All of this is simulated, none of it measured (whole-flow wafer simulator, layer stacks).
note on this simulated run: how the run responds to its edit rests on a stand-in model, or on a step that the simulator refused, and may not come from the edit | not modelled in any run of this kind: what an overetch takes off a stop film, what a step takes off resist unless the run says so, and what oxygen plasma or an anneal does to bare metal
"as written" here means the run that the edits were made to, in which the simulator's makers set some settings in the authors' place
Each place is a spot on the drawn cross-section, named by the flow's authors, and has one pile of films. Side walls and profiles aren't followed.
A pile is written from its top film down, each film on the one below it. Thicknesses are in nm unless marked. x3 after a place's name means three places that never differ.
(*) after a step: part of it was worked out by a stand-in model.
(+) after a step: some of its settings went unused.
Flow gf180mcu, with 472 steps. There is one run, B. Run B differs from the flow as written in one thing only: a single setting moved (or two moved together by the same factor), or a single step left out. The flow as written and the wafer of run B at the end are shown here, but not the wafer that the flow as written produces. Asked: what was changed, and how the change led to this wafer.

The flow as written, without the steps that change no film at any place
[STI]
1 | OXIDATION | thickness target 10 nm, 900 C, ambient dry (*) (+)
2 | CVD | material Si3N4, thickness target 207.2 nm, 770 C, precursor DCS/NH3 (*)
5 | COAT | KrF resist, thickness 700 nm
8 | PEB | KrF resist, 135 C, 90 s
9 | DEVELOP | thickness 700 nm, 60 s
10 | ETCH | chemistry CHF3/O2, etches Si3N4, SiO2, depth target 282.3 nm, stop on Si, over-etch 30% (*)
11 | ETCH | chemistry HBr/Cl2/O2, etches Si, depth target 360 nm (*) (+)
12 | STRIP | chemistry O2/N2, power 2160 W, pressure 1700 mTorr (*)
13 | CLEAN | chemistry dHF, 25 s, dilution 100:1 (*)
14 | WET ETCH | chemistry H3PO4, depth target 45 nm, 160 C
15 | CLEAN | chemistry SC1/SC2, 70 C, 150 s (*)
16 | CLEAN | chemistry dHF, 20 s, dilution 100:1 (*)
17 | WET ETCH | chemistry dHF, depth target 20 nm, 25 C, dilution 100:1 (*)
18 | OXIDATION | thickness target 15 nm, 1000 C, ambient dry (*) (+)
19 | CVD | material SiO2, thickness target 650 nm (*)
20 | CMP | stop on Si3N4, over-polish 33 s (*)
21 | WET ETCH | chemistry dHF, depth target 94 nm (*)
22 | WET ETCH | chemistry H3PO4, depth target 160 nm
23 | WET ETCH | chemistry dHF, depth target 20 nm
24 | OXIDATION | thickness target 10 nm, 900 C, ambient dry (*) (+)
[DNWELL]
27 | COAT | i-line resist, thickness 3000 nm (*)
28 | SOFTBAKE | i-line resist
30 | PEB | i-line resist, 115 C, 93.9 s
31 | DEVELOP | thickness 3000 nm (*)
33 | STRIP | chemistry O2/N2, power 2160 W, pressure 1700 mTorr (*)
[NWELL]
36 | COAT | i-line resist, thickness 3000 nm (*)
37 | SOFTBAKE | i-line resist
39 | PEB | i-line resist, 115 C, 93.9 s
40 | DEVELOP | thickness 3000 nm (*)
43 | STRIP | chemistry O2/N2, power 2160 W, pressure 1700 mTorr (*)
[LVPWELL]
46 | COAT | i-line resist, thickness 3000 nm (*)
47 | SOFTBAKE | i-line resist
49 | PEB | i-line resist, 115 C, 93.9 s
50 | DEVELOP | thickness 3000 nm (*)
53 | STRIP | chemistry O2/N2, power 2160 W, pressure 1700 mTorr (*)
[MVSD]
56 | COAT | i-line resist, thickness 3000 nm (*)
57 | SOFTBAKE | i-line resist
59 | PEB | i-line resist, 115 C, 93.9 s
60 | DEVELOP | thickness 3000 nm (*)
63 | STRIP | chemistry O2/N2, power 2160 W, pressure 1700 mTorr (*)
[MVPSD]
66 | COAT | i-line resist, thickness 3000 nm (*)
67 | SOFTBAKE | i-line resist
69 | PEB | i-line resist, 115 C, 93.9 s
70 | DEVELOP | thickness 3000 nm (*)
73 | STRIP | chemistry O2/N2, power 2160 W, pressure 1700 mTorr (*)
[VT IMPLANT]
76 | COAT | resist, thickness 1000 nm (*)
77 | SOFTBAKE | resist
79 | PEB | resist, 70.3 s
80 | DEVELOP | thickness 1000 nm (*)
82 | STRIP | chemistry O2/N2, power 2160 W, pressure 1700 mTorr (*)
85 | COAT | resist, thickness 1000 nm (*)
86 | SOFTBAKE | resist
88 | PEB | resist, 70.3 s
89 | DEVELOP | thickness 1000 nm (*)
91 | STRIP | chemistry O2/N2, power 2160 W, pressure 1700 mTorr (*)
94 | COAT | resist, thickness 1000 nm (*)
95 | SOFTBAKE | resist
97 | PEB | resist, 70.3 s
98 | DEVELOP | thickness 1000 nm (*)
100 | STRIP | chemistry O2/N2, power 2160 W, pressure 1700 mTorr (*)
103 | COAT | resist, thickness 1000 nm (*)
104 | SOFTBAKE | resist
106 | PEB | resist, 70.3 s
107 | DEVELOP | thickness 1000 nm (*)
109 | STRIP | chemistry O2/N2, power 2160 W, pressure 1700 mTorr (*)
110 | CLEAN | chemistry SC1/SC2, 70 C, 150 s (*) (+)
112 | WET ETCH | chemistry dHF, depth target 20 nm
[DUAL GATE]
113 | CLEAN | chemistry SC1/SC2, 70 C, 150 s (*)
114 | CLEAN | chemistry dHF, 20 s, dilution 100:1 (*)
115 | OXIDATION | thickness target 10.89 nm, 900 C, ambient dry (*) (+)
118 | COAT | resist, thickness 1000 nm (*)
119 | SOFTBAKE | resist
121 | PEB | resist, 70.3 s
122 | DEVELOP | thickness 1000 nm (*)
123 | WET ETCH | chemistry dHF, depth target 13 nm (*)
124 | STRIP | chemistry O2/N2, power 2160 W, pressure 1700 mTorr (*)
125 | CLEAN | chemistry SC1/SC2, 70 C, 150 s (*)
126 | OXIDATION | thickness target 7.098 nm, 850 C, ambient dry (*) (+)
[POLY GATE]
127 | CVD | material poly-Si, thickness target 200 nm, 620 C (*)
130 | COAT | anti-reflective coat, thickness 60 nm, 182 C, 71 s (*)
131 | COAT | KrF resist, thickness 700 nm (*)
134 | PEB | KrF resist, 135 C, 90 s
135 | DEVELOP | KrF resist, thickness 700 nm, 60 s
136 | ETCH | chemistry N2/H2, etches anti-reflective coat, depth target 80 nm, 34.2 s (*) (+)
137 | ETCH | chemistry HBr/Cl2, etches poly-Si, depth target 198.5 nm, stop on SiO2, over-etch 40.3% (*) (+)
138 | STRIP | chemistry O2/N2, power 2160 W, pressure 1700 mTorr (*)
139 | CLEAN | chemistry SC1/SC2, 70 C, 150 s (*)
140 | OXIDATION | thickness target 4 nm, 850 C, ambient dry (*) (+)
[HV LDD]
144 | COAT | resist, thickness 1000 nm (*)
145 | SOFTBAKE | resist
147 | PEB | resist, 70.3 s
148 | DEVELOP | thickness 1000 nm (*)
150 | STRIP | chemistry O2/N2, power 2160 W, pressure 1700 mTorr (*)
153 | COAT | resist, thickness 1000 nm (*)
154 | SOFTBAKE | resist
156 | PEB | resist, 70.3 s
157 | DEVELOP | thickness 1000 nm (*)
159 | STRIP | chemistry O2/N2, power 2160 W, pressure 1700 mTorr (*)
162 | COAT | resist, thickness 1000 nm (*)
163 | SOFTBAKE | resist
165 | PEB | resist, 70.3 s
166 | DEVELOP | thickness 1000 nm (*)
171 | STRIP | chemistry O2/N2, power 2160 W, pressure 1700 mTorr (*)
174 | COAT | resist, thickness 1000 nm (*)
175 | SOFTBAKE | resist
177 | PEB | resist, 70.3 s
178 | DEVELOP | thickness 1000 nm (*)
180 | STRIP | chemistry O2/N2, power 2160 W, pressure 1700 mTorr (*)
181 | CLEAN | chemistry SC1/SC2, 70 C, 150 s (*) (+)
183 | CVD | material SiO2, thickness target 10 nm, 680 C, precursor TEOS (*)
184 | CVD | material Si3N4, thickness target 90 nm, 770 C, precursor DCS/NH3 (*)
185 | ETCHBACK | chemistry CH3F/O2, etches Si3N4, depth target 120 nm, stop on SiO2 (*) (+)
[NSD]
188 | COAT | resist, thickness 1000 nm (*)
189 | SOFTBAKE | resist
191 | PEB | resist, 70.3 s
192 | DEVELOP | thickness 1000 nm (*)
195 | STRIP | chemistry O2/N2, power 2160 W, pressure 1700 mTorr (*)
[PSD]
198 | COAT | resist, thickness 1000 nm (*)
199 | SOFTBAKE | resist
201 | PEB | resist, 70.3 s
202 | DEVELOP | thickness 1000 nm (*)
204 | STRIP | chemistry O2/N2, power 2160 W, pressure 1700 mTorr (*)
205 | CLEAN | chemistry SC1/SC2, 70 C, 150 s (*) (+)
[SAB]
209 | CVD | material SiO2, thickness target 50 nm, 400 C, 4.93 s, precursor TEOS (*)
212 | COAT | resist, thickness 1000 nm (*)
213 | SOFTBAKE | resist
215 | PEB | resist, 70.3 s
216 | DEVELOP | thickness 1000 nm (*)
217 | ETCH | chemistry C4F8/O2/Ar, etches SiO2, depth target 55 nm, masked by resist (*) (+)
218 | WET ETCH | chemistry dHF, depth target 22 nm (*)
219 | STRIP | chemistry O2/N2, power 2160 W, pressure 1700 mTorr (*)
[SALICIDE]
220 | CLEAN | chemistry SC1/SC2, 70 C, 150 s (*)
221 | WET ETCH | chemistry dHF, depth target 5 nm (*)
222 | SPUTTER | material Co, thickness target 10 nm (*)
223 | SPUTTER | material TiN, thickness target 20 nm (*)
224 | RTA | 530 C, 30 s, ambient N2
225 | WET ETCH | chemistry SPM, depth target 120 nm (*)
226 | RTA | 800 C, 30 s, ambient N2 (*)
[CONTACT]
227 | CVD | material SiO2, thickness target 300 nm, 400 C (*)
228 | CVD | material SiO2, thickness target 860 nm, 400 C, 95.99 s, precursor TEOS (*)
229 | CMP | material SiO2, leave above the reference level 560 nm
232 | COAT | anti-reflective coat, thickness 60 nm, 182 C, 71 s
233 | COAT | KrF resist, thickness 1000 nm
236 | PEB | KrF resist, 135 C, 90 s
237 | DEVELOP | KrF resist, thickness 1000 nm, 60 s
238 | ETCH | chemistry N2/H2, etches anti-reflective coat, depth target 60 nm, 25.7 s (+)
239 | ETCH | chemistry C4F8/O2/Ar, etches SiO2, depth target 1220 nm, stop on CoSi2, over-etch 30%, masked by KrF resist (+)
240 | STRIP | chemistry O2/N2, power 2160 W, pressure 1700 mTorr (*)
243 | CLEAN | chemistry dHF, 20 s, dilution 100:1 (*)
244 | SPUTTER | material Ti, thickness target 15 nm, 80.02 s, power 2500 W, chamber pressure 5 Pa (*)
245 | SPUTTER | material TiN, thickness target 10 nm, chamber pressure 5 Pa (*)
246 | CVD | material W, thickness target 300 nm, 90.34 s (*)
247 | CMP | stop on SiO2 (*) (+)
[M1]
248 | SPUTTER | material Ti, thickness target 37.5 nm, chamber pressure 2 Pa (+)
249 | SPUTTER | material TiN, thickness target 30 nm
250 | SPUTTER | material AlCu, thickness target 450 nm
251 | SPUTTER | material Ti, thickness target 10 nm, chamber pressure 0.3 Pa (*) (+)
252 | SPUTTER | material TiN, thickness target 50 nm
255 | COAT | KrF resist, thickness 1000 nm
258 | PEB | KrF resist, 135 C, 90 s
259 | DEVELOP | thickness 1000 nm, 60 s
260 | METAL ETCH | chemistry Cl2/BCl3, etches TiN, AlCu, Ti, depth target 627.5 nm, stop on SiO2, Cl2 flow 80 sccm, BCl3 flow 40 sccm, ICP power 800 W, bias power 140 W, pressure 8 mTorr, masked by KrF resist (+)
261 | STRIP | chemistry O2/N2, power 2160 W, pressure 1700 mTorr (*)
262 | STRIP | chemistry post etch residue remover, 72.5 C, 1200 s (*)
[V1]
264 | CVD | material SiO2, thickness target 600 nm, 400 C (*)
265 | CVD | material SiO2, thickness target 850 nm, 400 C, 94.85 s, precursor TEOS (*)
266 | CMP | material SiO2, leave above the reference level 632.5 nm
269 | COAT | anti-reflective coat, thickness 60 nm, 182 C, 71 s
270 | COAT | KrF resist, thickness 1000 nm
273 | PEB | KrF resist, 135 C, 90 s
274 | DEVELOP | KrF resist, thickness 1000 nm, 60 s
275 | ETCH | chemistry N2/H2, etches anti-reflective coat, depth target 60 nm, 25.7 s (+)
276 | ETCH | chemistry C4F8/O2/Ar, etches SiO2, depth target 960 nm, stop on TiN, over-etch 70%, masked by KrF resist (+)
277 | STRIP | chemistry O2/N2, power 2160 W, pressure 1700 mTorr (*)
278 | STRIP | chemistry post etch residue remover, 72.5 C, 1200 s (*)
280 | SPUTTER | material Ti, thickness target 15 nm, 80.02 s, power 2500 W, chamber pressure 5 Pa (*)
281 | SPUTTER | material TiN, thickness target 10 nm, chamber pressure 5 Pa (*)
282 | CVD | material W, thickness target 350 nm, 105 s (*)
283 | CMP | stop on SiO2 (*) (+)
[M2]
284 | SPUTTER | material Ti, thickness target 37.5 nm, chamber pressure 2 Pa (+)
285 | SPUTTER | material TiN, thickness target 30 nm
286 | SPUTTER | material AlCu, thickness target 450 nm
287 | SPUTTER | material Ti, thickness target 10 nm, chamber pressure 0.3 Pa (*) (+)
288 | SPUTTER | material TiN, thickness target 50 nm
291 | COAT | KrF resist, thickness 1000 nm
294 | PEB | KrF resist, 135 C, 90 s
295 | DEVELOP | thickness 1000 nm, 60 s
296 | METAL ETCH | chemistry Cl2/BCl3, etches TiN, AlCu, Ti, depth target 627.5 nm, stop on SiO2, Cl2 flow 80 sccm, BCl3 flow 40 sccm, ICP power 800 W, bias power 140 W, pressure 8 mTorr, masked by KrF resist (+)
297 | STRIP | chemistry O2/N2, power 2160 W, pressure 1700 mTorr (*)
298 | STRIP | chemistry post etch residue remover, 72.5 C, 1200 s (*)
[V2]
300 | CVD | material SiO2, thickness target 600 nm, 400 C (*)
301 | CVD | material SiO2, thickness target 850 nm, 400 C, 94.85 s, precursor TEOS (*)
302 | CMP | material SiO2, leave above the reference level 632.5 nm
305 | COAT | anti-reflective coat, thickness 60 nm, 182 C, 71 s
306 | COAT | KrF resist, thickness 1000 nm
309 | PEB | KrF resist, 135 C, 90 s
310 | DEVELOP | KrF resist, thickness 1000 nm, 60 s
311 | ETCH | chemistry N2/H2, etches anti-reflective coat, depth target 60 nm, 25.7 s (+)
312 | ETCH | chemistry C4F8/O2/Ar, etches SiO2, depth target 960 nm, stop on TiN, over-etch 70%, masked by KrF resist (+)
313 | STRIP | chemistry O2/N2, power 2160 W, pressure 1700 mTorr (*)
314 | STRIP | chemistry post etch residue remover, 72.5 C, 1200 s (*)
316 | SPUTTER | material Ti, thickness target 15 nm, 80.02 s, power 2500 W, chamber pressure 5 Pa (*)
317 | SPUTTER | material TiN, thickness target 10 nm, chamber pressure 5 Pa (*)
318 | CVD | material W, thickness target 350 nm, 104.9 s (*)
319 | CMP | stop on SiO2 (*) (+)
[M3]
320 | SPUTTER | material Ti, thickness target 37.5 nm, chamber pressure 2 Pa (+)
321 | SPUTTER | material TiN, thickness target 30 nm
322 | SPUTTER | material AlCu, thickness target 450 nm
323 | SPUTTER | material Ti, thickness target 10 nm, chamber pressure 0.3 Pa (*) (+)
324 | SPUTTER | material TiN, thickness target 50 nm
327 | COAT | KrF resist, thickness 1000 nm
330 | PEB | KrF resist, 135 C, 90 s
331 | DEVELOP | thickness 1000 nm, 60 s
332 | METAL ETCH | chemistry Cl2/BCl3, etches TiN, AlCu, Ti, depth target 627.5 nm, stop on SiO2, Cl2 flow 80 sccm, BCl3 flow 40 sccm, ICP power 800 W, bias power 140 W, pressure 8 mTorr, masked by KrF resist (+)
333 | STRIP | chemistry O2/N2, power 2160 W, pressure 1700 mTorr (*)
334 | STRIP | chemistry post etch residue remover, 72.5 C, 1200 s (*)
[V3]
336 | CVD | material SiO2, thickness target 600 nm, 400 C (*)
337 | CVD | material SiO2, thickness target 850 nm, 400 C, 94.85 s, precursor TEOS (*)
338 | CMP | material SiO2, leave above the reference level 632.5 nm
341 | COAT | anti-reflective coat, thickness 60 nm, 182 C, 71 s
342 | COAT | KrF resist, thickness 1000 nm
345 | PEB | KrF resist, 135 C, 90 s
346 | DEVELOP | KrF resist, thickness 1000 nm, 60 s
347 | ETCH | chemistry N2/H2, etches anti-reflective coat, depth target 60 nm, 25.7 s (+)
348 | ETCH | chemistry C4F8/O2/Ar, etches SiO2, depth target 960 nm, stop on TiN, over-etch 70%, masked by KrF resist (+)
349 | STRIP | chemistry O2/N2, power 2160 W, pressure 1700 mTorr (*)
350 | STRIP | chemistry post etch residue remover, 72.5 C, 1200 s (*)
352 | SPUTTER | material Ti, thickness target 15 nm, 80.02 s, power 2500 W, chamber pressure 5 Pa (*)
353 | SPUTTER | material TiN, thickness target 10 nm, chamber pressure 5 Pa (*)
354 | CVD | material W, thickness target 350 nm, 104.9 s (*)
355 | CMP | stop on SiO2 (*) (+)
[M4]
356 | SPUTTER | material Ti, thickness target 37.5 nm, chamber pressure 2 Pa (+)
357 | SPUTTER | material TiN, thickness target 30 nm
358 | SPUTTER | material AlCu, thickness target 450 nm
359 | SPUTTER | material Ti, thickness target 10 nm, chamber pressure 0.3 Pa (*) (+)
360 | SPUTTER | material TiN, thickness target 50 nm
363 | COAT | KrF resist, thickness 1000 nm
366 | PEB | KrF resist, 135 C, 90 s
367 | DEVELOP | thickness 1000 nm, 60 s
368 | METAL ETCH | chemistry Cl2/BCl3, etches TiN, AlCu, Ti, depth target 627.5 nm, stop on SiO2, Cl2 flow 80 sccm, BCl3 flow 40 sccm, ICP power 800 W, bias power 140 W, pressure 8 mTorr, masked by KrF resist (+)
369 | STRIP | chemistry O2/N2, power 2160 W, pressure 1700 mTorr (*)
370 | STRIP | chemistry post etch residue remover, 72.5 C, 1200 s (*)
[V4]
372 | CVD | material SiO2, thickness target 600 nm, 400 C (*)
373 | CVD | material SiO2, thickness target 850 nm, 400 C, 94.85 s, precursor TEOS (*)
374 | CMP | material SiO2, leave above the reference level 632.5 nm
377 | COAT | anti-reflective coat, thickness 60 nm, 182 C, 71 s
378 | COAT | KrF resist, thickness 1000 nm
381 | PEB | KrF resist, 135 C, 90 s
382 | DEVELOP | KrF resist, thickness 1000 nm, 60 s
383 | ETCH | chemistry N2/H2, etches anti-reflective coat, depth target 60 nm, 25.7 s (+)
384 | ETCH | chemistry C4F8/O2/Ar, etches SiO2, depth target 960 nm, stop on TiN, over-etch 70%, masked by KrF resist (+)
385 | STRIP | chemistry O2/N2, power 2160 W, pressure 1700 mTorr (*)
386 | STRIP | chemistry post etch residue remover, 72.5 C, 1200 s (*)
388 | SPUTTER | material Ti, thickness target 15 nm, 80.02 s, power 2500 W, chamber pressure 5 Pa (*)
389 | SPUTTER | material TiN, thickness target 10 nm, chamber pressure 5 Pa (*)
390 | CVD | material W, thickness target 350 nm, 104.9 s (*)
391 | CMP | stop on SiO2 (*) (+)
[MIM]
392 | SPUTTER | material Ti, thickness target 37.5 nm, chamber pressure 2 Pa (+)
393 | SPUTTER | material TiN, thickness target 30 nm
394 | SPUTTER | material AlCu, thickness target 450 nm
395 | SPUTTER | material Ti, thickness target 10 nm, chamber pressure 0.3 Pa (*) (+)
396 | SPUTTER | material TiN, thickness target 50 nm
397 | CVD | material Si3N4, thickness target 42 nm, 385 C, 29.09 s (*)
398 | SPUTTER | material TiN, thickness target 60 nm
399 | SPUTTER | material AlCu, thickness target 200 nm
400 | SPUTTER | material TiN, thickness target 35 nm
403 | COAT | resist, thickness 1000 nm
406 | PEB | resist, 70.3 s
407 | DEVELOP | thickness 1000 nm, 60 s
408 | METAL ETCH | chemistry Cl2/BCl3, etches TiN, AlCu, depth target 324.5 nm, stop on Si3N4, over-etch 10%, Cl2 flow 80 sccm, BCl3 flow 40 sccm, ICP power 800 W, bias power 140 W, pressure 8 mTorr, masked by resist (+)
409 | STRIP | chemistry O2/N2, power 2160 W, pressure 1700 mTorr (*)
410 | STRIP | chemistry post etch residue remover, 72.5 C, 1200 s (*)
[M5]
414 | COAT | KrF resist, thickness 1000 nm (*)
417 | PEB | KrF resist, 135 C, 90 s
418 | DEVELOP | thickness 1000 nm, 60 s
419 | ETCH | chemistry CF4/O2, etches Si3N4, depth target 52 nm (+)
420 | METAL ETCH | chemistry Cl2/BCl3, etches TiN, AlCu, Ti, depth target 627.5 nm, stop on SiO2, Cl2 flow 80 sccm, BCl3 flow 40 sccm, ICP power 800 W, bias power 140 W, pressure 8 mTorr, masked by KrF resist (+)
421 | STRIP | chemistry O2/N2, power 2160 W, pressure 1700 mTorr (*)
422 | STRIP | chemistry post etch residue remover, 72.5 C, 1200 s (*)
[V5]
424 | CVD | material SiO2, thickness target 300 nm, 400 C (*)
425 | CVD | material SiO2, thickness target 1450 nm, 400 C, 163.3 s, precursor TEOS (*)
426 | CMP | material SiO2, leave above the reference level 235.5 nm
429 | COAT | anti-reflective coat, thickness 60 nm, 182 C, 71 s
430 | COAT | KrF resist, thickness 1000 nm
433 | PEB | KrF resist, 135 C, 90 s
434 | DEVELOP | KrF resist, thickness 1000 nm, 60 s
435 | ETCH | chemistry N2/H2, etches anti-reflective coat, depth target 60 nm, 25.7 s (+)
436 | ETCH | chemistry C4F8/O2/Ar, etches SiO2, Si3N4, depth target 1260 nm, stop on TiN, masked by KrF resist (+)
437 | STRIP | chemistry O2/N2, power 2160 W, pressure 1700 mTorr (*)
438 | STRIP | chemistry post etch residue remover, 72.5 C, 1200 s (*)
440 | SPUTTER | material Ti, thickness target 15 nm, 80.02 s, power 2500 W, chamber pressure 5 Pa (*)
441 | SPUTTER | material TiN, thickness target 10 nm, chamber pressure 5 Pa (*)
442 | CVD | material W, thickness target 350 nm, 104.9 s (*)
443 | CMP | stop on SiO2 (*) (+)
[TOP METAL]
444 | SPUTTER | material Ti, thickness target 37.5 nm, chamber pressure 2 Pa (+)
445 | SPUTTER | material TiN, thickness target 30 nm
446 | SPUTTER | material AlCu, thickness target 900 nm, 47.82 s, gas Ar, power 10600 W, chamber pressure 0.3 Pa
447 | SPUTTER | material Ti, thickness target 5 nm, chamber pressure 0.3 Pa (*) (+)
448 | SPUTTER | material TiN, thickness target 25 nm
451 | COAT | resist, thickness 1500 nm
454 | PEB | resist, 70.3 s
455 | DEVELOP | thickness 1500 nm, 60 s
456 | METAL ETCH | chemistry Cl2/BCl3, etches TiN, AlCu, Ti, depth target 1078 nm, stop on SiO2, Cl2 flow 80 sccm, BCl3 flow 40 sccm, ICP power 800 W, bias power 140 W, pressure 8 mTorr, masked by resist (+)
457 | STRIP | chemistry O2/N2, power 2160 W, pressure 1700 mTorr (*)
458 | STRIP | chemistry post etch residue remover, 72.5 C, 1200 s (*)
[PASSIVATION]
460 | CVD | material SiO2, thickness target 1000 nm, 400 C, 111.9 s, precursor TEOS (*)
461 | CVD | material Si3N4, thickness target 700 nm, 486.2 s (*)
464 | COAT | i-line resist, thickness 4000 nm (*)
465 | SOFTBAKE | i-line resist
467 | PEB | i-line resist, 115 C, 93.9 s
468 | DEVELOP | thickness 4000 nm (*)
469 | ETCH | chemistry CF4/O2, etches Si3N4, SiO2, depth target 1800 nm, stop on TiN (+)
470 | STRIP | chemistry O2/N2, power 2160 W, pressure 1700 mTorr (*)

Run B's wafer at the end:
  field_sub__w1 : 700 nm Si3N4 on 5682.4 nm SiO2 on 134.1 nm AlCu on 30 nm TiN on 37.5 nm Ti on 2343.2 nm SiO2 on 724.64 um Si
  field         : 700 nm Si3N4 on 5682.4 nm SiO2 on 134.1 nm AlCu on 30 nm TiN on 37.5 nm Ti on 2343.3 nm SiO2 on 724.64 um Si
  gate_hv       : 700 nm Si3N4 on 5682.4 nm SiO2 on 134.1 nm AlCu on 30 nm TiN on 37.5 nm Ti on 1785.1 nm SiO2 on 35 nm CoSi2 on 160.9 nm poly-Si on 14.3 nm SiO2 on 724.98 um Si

What caused this: step 296, METAL ETCH: depth target 370.2 nm was run, while the flow as written has depth target 627.5 nm.

How this came from the change, step by step:
  296 | METAL ETCH | chemistry Cl2/BCl3, etches TiN, AlCu, Ti, depth target 627.5 nm, stop on SiO2, Cl2 flow 80 sccm, BCl3 flow 40 sccm, ICP power 800 W, bias power 140 W, pressure 8 mTorr, masked by KrF resist (+)
      field, field__w1, field__w2 and 103 more: TiN loses 50 (all of it), Ti loses 10 (all of it), AlCu loses 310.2 (in the flow as written it would be: TiN loses 50 (all of it), Ti loses 10 (all of it), AlCu loses 450 (all of it), TiN loses 30 (all of it), Ti loses 37.5 (all of it))
      field__w8, contact, m1, m1__w1, m1_nw: KrF resist loses 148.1 (in the flow as written it would be: KrF resist loses 251)
  297 | STRIP | chemistry O2/N2, power 2160 W, pressure 1700 mTorr (*)
      field__w8, contact, m1, m1__w1, m1_nw: KrF resist loses 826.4 (all of it) (in the flow as written it would be: KrF resist loses 723.5 (all of it))
  298 | STRIP | chemistry post etch residue remover, 72.5 C, 1200 s (*)
      field, field__w1, field__w2 and 103 more: AlCu loses 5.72 (in the flow as written it would be: nothing)
  300 | CVD | material SiO2, thickness target 600 nm, 400 C (*)
      field, field__w1, field__w2 and 103 more: SiO2 gains 600 (new film) (in the flow as written it would be: SiO2 gains 600)
  302 | CMP | material SiO2, leave above the reference level 632.5 nm
      field, field__w1, field__w2 and 103 more: SiO2 loses 501.6 (in the flow as written it would be: SiO2 loses 300)
Taking metal films that touch as one body, field_sub__w1 has 1 body; the flow as written gives 0 bodies.
Taking metal films that touch as one body, field has 1 body; the flow as written gives 0 bodies.
Taking metal films that touch as one body, gate_hv has 2 bodies (between them, from the top down: SiO2 1785.1); the flow as written gives 1 body.
